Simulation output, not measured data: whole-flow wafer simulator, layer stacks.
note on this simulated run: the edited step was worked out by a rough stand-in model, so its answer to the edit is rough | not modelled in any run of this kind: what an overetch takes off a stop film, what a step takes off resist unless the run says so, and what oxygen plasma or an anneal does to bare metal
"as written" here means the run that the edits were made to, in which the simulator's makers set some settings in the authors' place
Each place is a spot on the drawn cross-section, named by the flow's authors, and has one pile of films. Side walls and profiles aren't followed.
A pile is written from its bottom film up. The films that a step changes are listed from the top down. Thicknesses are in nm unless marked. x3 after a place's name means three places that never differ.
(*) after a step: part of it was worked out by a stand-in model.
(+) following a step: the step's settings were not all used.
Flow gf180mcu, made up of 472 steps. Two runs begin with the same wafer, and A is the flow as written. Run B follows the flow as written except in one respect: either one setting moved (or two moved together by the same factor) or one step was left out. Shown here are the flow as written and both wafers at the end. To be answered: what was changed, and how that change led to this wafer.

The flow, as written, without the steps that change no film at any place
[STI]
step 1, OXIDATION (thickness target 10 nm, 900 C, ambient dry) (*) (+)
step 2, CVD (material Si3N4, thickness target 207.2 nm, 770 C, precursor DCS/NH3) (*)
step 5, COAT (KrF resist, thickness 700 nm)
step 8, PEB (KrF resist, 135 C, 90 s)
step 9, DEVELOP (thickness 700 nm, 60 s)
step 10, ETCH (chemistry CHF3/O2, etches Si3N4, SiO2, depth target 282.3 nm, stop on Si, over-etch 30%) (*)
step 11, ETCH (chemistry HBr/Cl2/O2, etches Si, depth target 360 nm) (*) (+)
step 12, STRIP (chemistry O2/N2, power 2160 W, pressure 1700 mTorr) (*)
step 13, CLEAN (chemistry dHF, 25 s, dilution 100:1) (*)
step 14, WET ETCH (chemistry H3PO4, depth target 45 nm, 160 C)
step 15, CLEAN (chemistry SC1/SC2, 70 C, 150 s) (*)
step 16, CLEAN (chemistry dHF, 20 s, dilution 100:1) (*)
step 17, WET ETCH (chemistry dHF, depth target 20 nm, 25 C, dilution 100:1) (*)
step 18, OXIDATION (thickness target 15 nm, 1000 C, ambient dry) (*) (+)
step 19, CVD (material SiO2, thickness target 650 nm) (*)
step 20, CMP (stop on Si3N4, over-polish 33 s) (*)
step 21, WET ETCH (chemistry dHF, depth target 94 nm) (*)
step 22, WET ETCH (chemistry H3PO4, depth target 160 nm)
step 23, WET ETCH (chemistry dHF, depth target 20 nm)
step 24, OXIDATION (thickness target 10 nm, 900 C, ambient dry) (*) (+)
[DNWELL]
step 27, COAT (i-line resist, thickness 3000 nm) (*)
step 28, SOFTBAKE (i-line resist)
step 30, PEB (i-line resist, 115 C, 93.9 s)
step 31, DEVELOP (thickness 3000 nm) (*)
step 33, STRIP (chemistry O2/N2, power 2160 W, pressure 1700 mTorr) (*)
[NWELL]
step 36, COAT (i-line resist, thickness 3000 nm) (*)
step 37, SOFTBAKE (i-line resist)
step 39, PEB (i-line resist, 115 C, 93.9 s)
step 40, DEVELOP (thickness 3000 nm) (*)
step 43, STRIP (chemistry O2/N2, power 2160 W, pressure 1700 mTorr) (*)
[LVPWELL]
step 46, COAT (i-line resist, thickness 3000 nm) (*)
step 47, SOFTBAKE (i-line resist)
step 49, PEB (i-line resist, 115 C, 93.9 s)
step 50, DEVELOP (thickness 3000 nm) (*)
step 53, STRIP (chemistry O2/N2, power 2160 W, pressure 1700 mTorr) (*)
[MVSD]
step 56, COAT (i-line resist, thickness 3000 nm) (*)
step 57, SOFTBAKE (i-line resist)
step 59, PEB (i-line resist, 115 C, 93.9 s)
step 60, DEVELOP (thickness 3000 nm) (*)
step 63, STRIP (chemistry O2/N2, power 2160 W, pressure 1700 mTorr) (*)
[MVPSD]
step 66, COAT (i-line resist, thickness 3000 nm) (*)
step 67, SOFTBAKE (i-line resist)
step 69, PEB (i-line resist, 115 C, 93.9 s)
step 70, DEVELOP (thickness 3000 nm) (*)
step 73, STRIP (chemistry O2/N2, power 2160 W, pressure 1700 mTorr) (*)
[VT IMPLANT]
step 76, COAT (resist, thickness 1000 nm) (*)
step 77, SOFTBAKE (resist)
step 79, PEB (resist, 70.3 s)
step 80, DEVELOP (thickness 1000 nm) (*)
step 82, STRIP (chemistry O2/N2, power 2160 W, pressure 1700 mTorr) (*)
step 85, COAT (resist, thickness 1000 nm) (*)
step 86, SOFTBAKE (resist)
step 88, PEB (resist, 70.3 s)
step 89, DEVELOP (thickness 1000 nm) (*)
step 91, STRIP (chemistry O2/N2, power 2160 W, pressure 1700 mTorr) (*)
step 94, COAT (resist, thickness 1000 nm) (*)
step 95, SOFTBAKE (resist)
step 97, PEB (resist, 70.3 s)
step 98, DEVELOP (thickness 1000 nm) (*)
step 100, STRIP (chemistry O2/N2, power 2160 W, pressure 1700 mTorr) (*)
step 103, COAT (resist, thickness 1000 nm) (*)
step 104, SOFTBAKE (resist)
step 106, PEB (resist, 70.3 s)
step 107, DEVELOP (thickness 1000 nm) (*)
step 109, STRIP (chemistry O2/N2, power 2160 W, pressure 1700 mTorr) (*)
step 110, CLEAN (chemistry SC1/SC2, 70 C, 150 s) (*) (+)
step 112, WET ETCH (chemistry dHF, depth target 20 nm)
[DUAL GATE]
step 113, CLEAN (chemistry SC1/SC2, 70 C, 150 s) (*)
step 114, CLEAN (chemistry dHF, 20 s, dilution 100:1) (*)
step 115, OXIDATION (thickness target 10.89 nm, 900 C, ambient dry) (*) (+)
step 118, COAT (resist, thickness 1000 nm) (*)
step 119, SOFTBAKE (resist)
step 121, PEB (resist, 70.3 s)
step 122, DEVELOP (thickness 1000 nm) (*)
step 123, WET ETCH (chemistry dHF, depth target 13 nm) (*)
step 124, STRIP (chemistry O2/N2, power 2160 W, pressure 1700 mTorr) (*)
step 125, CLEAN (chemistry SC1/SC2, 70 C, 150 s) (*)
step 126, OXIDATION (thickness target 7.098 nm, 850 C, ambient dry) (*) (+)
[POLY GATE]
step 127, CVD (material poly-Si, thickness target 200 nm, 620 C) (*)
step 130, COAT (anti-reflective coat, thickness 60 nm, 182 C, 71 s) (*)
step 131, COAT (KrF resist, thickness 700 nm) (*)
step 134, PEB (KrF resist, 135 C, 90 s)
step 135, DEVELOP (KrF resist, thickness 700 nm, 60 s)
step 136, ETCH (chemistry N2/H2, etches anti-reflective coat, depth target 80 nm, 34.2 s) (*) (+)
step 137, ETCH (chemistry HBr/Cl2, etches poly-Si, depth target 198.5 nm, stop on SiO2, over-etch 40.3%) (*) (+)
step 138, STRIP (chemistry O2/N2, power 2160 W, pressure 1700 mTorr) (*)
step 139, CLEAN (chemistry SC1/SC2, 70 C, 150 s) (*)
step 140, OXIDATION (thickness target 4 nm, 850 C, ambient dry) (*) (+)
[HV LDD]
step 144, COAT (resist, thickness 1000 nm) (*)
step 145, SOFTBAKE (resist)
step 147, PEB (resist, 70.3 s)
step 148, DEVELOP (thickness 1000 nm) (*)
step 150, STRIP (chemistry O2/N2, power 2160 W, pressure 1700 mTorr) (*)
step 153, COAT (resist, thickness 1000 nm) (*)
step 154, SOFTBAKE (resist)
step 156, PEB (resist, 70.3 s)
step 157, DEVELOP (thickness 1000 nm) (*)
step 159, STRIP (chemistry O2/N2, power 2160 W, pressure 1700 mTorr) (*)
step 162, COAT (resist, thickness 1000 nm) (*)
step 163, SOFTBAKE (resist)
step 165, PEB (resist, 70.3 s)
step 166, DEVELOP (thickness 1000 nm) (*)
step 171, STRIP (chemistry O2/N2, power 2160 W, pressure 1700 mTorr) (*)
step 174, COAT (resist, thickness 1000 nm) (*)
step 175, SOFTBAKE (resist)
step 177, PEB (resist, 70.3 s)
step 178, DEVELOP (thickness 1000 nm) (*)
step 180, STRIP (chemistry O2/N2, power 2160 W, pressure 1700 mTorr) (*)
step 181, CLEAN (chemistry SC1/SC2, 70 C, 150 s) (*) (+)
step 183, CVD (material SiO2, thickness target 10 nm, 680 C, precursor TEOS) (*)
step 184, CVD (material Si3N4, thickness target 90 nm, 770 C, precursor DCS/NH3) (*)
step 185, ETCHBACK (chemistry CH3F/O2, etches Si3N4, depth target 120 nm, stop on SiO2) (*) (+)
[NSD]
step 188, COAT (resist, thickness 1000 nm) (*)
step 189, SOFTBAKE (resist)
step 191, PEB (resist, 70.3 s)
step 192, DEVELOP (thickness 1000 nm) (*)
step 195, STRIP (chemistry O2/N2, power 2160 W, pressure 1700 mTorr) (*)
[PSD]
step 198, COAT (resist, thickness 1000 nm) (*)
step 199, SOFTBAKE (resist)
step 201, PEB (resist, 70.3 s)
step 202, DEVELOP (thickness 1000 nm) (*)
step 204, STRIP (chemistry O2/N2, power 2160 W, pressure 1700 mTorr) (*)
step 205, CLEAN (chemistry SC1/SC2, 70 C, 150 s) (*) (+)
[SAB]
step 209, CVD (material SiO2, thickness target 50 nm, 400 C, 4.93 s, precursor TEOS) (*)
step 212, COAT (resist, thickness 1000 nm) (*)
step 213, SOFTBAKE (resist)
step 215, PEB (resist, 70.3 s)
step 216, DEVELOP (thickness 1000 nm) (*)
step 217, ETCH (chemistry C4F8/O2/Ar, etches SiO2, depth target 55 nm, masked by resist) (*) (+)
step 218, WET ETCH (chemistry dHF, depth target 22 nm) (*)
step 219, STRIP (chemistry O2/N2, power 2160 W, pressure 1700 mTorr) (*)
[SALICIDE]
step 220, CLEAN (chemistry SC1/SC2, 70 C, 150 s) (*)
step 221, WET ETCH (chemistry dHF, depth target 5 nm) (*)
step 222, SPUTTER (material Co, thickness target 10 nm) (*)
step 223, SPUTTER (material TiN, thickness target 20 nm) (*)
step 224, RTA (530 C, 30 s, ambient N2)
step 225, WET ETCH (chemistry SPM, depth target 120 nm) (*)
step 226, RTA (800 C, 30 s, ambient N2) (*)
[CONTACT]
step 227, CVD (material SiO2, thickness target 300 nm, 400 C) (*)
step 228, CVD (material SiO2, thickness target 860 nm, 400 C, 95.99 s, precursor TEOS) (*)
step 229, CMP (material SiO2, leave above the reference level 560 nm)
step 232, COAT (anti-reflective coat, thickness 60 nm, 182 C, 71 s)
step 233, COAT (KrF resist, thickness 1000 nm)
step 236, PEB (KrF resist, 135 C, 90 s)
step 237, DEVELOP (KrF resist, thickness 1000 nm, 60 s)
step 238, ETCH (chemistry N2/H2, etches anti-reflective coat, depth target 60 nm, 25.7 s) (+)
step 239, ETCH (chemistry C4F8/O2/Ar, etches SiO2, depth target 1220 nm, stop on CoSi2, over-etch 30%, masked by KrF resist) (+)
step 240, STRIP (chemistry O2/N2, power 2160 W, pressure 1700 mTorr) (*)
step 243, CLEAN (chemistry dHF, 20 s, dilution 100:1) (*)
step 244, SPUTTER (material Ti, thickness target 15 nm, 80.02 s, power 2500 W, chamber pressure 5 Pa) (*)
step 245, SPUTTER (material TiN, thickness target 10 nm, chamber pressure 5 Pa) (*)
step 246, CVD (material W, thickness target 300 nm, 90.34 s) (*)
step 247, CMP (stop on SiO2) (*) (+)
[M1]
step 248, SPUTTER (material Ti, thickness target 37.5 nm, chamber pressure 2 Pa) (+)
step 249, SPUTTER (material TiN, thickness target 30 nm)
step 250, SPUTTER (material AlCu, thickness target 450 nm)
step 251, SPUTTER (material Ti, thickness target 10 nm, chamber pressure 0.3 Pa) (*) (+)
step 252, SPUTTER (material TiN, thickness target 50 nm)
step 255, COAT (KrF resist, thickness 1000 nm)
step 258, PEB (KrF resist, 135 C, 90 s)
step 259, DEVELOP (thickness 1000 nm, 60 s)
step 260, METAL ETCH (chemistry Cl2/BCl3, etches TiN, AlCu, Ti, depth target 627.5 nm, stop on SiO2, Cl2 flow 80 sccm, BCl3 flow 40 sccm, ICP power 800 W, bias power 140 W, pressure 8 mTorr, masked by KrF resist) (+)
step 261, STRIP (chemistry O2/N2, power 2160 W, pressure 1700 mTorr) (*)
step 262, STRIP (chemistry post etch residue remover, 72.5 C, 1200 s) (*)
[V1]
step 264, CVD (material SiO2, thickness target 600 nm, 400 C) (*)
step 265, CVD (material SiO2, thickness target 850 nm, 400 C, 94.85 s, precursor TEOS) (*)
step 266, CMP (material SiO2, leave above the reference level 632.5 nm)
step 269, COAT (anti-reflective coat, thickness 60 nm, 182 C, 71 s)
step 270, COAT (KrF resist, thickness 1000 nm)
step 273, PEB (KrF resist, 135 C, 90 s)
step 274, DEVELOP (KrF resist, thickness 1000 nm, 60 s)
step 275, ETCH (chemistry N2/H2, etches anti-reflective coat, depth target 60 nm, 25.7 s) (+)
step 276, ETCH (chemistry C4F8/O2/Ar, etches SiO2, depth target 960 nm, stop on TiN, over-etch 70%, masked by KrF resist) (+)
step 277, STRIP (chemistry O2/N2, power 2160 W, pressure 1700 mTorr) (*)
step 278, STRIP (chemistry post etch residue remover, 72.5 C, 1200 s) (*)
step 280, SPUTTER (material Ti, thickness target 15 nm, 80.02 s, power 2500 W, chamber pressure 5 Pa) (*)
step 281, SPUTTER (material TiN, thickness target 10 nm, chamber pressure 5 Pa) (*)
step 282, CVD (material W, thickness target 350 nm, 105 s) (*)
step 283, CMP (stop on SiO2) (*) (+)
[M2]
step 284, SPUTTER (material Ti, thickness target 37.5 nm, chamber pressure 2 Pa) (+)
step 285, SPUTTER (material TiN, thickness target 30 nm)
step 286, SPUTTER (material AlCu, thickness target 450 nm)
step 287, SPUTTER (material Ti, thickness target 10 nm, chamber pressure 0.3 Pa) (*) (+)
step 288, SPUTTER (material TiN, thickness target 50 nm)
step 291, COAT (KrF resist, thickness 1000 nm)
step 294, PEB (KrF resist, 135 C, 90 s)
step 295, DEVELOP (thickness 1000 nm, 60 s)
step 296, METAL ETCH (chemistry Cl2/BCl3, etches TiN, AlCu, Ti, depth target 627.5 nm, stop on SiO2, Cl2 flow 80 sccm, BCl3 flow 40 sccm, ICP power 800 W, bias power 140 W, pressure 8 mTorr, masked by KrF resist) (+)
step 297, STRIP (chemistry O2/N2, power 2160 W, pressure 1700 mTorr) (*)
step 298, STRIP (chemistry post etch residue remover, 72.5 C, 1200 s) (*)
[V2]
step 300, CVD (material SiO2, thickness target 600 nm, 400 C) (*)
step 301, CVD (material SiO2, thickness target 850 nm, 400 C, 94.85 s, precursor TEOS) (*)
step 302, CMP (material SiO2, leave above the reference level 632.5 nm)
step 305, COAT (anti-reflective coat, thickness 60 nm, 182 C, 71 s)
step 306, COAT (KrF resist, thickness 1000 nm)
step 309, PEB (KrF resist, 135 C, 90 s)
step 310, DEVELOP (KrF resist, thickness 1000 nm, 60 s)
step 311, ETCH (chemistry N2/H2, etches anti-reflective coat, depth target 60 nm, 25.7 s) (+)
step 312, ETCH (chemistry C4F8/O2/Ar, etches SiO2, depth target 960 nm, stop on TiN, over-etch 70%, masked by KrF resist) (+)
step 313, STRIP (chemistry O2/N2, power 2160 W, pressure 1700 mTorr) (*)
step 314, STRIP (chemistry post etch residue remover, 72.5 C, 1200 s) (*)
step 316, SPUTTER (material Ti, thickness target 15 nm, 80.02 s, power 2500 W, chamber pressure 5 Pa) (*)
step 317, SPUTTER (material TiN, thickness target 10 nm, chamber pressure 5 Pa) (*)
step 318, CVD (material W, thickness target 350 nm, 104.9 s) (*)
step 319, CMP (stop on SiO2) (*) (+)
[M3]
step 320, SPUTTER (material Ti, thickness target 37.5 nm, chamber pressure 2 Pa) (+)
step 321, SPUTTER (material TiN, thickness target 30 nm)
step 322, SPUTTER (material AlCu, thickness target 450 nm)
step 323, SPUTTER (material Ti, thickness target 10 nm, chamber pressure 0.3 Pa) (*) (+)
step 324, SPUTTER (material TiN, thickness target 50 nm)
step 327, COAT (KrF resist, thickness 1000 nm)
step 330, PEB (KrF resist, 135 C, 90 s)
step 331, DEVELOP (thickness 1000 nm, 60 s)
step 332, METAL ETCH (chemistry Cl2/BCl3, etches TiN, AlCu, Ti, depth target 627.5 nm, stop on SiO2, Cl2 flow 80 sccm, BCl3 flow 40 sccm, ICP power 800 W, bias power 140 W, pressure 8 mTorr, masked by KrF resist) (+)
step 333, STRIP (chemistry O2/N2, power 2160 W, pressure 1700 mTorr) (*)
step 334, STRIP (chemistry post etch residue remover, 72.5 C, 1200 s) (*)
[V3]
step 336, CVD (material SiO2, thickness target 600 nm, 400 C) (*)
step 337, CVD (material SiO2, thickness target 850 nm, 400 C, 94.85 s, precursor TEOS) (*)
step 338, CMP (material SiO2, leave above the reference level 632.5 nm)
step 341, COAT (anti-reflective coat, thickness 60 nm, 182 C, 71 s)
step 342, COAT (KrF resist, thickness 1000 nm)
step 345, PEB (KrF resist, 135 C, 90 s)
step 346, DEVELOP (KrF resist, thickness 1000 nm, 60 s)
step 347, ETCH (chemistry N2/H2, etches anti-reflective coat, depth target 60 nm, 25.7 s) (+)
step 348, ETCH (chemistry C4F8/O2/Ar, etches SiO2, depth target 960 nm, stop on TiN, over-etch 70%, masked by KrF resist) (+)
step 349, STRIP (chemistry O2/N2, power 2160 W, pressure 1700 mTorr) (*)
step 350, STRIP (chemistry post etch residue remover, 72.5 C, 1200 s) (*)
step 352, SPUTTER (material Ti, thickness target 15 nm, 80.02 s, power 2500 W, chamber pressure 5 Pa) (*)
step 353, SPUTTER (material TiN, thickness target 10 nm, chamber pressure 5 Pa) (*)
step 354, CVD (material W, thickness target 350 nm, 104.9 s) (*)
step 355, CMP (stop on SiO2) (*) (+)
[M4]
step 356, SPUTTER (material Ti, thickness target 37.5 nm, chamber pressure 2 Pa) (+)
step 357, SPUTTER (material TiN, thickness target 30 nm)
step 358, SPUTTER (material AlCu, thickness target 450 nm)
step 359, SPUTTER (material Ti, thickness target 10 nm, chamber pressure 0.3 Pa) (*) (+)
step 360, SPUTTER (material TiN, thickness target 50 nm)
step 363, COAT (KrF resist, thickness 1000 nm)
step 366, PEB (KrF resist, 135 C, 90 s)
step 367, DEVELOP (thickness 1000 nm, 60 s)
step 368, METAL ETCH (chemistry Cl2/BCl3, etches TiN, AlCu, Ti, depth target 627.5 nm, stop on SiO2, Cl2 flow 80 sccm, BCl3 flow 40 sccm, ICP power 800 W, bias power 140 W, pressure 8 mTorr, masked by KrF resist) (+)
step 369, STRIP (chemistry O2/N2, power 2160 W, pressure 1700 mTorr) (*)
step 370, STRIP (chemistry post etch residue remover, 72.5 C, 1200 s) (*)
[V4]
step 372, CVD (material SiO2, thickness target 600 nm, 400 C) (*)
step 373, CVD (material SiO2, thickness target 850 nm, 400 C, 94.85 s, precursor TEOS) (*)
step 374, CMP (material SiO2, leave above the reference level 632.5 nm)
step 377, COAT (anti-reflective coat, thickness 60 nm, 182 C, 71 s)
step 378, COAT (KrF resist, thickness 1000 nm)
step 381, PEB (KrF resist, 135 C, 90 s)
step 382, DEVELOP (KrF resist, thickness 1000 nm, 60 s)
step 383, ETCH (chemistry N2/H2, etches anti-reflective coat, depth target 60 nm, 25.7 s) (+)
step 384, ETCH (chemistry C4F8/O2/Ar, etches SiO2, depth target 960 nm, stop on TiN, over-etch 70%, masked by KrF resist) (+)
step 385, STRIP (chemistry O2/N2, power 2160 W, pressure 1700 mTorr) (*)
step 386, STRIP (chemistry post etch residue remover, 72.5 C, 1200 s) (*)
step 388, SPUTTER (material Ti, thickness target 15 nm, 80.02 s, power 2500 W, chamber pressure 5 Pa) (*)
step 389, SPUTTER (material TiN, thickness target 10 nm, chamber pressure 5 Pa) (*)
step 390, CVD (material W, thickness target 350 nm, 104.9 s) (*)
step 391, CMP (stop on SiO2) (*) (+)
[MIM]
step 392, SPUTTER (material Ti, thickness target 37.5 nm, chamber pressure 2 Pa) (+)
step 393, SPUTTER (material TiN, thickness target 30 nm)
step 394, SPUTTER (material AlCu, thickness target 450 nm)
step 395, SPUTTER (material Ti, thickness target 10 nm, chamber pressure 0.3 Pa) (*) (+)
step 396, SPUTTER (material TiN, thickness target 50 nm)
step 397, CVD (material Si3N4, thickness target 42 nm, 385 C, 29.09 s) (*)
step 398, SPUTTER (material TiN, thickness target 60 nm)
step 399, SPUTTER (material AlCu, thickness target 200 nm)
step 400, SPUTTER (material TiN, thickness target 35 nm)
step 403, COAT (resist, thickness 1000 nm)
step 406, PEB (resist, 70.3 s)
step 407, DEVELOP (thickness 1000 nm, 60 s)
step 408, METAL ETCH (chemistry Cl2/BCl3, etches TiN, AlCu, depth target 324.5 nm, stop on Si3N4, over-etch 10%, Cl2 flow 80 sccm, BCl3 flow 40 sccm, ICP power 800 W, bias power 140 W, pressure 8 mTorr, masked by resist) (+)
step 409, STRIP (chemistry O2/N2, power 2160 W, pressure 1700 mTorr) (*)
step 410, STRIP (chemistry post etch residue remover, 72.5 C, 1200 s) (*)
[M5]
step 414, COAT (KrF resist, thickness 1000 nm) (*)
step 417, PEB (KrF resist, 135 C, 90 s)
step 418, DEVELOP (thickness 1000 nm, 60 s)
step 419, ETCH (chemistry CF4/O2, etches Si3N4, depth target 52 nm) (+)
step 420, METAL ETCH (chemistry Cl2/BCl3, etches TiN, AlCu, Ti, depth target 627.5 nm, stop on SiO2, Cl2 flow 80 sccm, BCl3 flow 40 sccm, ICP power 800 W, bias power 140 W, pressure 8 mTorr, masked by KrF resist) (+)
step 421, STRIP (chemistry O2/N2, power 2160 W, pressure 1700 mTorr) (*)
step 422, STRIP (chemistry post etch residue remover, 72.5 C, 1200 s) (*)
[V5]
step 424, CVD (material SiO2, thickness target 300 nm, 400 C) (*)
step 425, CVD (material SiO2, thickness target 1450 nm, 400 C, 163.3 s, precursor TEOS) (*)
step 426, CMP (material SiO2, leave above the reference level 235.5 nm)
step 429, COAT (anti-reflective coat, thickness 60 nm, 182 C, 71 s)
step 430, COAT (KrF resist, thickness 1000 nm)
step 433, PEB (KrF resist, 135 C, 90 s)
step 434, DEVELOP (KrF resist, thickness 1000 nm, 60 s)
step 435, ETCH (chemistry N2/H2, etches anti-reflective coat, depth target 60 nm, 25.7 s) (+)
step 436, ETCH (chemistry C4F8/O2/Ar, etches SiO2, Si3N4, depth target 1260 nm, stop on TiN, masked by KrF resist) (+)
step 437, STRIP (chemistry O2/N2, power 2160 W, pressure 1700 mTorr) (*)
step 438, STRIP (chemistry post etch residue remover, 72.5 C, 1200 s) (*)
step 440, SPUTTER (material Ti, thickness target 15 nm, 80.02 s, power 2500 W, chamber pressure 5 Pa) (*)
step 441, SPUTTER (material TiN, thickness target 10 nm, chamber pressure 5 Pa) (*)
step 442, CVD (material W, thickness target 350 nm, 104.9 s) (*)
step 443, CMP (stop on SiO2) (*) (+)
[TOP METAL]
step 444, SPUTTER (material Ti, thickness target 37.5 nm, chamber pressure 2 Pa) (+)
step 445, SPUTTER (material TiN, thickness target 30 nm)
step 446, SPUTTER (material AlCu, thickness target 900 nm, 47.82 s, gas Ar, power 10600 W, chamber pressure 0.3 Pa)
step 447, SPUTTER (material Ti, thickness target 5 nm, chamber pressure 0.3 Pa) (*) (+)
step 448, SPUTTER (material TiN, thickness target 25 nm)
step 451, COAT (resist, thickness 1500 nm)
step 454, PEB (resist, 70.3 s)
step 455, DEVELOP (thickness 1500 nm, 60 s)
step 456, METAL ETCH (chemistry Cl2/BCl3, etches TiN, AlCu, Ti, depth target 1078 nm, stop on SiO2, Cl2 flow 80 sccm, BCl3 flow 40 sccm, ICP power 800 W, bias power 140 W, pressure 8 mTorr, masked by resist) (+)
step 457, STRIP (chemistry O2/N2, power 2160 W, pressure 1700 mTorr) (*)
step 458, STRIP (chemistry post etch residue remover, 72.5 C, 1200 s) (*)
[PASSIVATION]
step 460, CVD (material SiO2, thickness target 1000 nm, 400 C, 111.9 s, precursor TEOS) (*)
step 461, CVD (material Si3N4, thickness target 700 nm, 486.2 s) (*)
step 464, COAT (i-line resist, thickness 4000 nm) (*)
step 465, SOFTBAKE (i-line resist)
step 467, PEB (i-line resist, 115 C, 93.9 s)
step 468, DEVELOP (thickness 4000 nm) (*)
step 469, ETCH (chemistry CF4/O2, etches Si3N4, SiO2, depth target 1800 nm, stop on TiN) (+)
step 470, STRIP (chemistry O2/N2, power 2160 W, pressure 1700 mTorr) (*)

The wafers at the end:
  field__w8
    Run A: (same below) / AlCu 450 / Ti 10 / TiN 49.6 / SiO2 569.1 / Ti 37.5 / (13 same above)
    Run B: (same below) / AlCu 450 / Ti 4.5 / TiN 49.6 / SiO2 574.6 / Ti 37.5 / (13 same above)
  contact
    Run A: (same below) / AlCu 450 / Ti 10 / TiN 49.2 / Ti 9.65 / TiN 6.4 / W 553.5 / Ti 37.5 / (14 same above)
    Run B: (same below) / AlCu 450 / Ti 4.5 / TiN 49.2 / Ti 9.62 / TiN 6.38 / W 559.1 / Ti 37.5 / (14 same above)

The reason: step 359, SPUTTER: thickness target 4.5 nm was run, though the flow has thickness target 10 nm.
One can read it off the wafer: field__w8 has Ti 4.5, and step 359 as written asks for 10 nm.

How this came from the change, step by step:
  step 359, SPUTTER (material Ti, thickness target 10 nm, chamber pressure 0.3 Pa) (*) (+)
      field, field__w1, field__w2 and 108 more: A +10 Ti (new film) | B +4.5 Ti (new film)
  step 368, METAL ETCH (chemistry Cl2/BCl3, etches TiN, AlCu, Ti, depth target 627.5 nm, stop on SiO2, Cl2 flow 80 sccm, BCl3 flow 40 sccm, ICP power 800 W, bias power 140 W, pressure 8 mTorr, masked by KrF resist) (+)
      field, field__w1, field__w2 and 103 more: A -50 TiN (all of it), -10 Ti (all of it), -450 AlCu (all of it), -30 TiN (all of it), -37.5 Ti (all of it) | B -50 TiN (all of it), -4.5 Ti (all of it), -450 AlCu (all of it), -30 TiN (all of it), -37.5 Ti (all of it)
